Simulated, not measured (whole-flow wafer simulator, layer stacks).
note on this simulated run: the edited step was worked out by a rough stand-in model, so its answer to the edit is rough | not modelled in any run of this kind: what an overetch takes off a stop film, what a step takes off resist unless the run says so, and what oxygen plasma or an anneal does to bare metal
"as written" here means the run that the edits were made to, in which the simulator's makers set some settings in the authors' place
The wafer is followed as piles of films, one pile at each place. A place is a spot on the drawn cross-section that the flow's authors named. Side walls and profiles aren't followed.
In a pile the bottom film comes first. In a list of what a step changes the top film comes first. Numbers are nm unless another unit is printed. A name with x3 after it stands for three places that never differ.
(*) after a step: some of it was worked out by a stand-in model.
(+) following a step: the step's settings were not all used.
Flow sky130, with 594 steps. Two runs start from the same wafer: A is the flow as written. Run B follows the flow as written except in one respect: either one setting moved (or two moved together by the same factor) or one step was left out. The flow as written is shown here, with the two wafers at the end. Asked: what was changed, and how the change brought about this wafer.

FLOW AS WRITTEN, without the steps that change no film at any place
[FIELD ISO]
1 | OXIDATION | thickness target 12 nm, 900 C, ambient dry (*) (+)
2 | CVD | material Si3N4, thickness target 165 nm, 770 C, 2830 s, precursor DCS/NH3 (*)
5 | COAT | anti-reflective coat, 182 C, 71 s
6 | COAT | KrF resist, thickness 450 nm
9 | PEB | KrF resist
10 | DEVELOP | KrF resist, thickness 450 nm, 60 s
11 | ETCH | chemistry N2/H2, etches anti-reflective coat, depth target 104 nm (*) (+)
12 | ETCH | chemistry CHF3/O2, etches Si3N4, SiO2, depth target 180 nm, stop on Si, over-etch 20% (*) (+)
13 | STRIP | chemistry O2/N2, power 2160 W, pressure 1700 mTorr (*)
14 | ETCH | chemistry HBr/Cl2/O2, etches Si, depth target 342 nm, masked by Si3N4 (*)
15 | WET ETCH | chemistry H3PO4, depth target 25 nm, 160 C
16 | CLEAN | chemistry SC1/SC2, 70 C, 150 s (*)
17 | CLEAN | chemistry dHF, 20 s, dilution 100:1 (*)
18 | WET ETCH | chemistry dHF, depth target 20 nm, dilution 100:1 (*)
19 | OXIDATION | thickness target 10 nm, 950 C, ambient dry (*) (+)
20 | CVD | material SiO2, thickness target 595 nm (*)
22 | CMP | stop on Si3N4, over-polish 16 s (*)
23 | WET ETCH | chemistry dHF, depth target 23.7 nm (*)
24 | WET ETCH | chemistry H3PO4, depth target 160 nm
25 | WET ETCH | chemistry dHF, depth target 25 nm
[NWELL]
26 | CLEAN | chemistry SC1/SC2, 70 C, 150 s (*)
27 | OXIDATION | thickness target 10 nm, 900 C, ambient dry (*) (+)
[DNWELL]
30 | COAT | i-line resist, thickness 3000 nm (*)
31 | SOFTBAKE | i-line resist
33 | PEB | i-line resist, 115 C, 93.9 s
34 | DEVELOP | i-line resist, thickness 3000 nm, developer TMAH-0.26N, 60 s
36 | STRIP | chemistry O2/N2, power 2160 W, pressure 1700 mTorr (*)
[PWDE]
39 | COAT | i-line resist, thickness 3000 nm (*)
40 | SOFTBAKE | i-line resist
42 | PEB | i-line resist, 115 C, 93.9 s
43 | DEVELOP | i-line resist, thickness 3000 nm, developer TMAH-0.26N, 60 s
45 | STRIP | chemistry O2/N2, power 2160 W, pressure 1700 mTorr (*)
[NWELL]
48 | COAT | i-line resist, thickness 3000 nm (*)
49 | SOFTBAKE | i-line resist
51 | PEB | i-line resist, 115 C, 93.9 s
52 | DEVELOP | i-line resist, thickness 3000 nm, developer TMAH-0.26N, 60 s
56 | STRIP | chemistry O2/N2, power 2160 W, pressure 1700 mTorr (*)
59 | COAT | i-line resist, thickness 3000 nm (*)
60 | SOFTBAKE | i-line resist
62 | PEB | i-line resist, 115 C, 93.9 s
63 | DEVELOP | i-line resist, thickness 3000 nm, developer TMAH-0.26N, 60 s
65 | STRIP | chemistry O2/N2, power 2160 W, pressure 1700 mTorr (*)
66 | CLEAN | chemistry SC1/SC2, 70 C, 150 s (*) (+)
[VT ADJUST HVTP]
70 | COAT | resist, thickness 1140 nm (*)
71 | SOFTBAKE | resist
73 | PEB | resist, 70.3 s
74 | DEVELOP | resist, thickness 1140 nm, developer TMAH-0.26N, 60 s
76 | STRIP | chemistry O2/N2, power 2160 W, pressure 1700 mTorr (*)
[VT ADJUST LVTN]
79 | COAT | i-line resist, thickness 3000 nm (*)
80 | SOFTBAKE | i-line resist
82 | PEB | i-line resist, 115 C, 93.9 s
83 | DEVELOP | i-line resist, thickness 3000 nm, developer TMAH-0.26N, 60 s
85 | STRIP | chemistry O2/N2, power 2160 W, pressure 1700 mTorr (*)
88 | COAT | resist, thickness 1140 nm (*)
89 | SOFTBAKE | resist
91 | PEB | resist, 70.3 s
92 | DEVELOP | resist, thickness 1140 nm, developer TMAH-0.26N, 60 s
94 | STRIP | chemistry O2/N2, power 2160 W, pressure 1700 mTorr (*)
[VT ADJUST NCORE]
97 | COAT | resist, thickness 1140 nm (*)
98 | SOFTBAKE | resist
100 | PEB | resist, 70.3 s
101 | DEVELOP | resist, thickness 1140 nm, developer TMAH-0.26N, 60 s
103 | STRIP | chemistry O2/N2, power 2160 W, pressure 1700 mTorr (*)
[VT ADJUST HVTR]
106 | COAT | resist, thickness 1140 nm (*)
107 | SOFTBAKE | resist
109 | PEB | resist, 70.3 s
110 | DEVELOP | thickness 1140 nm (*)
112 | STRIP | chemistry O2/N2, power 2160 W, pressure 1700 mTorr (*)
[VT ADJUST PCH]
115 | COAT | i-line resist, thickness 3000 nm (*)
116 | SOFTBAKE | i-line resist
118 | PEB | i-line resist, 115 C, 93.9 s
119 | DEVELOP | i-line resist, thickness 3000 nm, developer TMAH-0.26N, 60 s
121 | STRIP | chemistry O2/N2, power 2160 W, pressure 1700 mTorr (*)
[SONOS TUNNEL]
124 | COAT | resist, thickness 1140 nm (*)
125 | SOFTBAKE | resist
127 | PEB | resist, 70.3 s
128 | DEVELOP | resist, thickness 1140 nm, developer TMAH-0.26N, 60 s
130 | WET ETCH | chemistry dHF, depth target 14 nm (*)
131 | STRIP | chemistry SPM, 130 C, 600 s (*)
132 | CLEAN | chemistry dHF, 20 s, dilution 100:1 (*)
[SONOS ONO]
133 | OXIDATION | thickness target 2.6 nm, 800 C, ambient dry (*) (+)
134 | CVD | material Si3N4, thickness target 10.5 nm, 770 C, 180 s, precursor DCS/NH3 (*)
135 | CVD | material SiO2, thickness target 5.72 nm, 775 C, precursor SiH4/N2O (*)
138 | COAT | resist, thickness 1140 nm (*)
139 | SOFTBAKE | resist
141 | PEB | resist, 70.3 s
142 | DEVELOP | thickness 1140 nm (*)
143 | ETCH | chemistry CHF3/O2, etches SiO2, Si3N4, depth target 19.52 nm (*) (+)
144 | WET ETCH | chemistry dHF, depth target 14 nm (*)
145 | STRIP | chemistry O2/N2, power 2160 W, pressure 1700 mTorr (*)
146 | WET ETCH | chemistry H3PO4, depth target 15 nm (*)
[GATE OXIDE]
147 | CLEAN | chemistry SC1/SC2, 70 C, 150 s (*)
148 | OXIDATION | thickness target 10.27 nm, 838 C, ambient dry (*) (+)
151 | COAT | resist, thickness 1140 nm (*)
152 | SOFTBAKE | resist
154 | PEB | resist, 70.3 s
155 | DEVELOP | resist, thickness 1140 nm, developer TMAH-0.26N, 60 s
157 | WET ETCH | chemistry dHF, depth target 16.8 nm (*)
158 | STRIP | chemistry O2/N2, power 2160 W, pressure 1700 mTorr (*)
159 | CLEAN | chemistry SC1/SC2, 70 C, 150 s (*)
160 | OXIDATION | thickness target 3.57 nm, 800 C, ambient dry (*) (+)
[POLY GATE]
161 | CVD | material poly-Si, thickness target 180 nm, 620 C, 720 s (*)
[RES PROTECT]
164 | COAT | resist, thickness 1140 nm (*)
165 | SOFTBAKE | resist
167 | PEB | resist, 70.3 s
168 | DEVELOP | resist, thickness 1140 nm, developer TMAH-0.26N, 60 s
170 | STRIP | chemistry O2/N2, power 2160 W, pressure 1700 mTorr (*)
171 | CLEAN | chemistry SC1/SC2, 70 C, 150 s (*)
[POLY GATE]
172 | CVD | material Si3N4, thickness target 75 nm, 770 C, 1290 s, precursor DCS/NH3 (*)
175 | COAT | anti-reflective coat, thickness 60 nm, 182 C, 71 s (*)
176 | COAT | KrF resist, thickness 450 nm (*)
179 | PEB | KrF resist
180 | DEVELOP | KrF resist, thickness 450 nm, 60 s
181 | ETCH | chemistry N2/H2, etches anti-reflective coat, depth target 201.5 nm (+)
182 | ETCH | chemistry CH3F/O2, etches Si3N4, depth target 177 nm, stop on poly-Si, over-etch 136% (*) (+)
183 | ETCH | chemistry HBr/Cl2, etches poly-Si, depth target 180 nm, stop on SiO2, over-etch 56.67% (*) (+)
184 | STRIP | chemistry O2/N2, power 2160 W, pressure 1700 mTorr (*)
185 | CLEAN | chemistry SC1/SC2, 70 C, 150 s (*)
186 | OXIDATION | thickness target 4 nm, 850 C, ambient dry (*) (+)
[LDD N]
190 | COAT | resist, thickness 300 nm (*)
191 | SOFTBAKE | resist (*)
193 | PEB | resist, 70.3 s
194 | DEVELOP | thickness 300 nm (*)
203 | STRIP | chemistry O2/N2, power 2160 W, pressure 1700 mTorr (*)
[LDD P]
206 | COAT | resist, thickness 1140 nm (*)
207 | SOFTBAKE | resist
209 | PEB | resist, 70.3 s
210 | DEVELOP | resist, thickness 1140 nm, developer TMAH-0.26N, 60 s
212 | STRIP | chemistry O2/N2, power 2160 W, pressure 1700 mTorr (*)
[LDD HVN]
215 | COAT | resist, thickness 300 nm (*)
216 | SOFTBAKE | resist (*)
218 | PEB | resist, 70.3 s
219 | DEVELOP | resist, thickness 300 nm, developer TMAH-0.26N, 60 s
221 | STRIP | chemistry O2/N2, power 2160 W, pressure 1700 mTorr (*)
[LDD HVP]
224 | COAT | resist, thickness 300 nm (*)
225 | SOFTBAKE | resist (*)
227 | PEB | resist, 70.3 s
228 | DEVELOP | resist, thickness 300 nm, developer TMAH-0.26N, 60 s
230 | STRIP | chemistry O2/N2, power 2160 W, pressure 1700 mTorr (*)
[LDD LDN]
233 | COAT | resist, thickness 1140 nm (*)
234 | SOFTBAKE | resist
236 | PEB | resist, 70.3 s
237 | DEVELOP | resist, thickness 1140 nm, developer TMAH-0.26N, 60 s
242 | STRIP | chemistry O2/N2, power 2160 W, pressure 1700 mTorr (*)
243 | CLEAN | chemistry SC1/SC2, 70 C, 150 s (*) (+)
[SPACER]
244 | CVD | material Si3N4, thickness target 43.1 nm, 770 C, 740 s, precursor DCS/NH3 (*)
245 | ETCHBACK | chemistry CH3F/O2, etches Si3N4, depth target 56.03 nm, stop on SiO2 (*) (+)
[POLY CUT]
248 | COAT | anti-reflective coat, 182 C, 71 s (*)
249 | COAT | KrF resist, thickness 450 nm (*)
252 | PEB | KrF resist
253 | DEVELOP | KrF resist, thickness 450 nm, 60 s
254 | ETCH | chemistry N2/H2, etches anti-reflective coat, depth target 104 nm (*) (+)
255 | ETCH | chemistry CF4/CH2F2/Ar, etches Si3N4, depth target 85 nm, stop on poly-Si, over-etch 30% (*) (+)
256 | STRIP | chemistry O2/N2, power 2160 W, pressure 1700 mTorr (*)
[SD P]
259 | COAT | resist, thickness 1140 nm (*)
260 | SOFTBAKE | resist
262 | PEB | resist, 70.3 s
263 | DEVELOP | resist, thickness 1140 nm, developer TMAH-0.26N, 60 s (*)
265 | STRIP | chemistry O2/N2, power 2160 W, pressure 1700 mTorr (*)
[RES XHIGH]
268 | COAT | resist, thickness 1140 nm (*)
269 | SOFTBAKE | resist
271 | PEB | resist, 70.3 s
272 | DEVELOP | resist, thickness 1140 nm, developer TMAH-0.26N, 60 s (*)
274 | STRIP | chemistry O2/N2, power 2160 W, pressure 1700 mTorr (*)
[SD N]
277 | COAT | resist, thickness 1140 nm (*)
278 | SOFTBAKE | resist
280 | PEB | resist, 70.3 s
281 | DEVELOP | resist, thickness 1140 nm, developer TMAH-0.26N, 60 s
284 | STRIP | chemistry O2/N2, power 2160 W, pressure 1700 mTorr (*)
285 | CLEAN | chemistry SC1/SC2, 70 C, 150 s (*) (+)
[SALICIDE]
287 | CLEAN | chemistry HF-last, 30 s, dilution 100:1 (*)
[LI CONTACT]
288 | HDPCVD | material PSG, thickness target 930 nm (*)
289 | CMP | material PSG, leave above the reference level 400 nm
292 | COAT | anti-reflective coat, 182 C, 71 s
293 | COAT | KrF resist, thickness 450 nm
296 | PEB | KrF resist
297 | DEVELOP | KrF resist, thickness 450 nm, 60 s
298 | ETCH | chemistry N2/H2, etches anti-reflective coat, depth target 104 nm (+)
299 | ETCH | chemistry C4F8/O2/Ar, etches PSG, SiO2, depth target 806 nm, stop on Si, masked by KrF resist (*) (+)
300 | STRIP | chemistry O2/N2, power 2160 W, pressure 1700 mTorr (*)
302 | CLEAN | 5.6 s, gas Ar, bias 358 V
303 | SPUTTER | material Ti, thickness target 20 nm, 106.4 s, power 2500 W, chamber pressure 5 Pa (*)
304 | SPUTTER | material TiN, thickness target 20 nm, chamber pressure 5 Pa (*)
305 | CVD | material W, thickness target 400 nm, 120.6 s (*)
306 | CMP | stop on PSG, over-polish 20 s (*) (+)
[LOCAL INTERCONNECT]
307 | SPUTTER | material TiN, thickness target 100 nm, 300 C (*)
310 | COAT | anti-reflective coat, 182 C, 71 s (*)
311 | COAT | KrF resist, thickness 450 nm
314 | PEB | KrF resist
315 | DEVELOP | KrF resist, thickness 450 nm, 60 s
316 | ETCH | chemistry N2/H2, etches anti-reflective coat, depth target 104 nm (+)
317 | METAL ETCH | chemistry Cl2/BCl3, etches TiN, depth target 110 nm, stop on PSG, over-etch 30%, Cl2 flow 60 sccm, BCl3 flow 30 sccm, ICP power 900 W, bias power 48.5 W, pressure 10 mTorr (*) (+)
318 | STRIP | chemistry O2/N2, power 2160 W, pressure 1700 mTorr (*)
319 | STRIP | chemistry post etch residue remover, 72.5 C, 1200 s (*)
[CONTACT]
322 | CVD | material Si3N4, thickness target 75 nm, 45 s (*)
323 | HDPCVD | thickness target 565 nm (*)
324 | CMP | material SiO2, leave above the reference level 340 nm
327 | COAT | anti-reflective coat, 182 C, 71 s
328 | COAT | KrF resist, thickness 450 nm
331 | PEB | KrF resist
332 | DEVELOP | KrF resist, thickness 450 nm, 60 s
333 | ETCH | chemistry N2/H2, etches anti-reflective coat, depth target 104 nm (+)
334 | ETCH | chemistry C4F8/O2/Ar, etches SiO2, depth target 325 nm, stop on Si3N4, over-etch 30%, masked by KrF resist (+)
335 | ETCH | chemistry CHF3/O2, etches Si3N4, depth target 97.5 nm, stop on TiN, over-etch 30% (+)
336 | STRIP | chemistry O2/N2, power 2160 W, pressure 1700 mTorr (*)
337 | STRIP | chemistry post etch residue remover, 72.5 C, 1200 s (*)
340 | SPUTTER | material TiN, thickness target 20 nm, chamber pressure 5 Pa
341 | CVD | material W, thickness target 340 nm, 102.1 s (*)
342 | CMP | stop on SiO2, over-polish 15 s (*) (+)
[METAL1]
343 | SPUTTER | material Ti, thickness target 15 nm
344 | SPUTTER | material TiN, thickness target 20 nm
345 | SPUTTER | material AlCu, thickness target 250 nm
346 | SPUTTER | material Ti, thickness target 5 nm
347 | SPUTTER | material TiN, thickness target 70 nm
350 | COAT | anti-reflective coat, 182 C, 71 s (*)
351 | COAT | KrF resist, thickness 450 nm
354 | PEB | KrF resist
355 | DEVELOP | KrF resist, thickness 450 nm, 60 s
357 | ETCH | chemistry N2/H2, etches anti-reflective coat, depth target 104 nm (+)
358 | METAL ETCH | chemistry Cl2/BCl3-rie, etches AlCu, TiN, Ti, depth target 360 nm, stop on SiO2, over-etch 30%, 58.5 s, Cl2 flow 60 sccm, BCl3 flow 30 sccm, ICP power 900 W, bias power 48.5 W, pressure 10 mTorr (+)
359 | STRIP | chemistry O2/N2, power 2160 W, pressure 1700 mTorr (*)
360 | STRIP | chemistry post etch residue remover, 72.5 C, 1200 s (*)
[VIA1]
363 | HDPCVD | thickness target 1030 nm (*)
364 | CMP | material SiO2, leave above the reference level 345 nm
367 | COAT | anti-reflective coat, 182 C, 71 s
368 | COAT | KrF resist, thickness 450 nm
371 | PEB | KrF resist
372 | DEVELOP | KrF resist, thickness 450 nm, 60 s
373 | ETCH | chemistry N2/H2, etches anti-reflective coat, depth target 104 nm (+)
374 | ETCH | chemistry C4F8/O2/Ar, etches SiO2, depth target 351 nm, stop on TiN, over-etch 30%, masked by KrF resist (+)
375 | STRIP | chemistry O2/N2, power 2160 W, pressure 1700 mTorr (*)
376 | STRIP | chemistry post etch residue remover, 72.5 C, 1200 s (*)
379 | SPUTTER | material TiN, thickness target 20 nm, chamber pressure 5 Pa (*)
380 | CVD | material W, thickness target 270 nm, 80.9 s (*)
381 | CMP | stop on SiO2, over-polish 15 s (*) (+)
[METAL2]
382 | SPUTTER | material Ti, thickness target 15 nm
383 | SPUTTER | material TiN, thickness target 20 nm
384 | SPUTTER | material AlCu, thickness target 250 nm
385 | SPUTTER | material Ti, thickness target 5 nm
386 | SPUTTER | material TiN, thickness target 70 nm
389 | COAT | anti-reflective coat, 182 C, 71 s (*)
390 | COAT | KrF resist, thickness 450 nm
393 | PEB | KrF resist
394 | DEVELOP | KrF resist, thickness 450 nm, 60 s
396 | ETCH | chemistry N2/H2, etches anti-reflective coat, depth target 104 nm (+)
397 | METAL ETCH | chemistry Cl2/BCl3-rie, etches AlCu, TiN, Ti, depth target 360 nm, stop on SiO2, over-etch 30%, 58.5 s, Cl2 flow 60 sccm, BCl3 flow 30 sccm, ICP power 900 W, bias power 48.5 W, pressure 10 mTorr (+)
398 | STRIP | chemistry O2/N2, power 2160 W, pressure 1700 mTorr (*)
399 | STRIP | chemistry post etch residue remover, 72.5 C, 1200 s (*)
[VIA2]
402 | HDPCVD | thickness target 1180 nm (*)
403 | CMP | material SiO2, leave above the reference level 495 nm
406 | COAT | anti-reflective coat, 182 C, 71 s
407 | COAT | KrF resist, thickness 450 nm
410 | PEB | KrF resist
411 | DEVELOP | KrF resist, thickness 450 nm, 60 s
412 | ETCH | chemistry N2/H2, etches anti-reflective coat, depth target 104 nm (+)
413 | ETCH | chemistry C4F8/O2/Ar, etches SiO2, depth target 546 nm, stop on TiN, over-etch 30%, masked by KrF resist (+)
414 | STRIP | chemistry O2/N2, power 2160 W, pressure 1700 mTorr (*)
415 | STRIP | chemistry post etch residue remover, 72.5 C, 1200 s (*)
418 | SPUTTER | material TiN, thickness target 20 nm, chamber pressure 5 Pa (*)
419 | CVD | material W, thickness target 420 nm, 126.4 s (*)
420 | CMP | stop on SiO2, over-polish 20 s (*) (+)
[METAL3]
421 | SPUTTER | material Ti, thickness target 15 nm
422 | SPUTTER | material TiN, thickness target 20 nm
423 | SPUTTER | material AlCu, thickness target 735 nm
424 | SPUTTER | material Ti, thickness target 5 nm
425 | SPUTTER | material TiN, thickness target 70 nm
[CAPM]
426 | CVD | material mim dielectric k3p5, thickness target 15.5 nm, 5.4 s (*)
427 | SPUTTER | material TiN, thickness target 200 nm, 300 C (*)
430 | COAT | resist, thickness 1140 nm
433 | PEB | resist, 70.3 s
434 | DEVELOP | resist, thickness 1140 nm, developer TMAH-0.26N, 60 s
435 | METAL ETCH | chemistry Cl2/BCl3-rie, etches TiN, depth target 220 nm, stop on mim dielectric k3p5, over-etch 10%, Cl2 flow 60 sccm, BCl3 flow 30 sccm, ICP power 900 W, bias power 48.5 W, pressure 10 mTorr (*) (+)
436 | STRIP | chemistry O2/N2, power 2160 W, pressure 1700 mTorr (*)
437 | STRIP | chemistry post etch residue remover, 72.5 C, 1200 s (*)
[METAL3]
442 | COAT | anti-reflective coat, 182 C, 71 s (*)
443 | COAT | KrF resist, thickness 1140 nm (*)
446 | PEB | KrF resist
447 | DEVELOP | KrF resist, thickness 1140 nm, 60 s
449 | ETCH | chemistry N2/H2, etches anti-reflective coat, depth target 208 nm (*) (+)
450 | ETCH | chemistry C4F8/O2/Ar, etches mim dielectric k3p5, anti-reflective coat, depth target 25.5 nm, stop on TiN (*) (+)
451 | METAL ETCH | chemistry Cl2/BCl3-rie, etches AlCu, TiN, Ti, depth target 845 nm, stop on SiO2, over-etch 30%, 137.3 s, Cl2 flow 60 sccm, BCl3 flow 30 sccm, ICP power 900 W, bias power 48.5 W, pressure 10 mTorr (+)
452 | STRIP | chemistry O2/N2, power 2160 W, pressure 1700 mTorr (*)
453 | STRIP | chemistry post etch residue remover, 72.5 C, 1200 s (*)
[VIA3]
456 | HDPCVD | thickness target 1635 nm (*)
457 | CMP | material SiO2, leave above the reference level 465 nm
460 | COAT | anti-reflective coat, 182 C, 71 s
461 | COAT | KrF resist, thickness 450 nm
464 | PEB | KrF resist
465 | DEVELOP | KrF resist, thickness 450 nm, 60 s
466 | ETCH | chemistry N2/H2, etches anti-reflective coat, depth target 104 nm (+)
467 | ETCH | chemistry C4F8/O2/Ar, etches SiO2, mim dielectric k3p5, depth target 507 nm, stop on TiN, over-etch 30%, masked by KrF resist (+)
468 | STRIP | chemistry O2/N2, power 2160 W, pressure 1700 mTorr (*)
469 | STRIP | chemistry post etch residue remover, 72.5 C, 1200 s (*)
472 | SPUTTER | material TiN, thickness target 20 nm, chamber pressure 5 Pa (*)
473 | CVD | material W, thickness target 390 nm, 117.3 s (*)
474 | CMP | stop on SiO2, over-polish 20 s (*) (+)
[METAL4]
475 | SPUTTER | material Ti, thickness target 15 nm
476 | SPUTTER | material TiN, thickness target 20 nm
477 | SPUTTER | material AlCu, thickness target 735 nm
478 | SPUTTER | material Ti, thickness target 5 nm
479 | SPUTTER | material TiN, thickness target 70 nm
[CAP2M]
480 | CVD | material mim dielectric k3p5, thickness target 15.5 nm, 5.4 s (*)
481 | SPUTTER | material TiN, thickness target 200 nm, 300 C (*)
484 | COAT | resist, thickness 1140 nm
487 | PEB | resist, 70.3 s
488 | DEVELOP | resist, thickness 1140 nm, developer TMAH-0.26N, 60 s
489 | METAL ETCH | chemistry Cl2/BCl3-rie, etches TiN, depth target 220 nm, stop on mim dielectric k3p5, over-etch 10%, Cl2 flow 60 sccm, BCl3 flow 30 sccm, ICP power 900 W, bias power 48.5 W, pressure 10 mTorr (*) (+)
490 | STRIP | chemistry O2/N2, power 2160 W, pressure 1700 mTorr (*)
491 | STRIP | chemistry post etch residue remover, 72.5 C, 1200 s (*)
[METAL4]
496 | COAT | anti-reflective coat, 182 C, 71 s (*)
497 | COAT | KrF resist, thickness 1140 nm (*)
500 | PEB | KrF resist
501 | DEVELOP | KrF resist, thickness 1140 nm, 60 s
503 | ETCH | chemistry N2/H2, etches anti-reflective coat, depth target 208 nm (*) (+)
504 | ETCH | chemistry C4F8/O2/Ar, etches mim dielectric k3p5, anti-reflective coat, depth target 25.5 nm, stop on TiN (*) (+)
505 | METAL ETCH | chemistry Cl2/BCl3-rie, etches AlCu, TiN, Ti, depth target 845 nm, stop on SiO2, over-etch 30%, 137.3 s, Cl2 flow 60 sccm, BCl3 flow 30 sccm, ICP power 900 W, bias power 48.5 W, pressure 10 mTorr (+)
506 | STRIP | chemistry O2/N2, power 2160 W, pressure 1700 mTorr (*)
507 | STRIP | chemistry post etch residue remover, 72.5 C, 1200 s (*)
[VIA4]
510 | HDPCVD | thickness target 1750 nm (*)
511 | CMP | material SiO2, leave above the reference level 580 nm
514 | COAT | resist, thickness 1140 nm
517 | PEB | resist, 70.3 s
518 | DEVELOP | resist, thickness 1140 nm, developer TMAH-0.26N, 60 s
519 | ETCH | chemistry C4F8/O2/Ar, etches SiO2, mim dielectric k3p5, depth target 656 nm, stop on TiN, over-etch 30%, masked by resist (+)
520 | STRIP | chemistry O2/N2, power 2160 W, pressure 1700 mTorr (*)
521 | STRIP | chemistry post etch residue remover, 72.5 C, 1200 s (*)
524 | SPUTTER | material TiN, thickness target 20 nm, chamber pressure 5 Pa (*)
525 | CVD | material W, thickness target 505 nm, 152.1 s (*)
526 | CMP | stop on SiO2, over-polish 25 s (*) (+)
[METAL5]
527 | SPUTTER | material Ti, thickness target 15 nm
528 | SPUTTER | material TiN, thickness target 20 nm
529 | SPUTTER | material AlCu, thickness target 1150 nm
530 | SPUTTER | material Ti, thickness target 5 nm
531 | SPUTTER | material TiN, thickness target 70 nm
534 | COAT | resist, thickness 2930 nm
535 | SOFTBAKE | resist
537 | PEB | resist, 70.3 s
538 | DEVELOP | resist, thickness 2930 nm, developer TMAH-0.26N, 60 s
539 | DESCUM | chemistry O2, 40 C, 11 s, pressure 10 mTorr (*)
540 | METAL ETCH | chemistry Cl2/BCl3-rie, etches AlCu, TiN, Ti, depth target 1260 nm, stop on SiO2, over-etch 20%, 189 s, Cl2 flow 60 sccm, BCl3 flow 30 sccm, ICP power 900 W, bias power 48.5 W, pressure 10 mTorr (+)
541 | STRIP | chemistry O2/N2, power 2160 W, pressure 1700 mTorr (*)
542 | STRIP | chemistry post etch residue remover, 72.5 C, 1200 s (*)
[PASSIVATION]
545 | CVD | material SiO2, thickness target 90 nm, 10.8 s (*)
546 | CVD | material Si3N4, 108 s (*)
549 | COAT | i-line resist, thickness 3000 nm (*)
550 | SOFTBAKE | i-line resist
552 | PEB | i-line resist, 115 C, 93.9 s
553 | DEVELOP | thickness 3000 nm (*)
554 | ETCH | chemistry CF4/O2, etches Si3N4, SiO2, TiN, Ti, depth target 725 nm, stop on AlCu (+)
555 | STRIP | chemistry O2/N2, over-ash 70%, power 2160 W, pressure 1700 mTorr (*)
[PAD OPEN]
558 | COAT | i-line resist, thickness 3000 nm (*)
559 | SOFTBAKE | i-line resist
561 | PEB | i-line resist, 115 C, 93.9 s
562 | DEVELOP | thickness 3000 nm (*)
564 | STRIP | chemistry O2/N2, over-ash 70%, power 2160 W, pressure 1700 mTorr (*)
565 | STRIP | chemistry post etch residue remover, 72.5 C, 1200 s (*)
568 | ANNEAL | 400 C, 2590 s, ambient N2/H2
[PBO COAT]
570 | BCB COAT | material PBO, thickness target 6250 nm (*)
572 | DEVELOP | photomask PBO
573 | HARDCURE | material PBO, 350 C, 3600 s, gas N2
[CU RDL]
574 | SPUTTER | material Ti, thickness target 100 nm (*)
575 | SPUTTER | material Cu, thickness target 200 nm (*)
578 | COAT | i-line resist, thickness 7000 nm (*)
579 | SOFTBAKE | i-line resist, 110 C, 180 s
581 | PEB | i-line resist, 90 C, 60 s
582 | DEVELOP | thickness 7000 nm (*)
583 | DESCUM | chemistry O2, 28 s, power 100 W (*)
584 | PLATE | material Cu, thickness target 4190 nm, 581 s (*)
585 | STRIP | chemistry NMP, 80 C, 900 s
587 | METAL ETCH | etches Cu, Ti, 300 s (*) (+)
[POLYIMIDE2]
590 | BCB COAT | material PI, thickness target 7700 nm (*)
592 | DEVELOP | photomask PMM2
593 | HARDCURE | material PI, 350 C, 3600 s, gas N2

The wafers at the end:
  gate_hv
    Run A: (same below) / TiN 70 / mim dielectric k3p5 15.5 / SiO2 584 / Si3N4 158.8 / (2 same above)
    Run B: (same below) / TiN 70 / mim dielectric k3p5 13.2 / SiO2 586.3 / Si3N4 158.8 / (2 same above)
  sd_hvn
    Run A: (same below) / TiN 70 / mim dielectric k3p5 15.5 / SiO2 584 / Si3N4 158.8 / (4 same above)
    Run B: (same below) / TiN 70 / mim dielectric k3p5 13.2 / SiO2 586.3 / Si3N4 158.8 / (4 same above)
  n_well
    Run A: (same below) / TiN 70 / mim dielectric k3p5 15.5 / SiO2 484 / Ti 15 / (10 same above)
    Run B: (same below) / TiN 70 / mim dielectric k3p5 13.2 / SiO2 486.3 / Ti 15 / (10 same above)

Cause: step 480, CVD: thickness target 13.2 nm was run, though the flow has thickness target 15.5 nm; step 480, CVD: 4.59 s was run, where the flow has 5.4 s.
One can read it off the wafer: gate_hv has mim dielectric k3p5 13.2, and step 480 as written asks for 15.5 nm.

The path from the change to this, step by step:
  480 | CVD | material mim dielectric k3p5, thickness target 15.5 nm, 5.4 s (*)
      field, active, n_well and 189 more: A mim dielectric k3p5 gains 15.5 (new film) | B mim dielectric k3p5 gains 13.2 (new film)
  504 | ETCH | chemistry C4F8/O2/Ar, etches mim dielectric k3p5, anti-reflective coat, depth target 25.5 nm, stop on TiN (*) (+)
      n_well, p_well, gate_hv and 102 more: A KrF resist loses 15.5 | B KrF resist loses 13.2
      field, active, gate and 85 more: A mim dielectric k3p5 loses 15.5 (all of it) | B mim dielectric k3p5 loses 13.2 (all of it)
  519 | ETCH | chemistry C4F8/O2/Ar, etches SiO2, mim dielectric k3p5, depth target 656 nm, stop on TiN, over-etch 30%, masked by resist (+)
      m1: A SiO2 loses 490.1 (all of it), mim dielectric k3p5 loses 15.5 (all of it) | B SiO2 loses 492.4 (all of it), mim dielectric k3p5 loses 13.2 (all of it)
      via4_hole: A SiO2 loses 489.5 (all of it), mim dielectric k3p5 loses 15.5 (all of it) | B SiO2 loses 491.8 (all of it), mim dielectric k3p5 loses 13.2 (all of it)
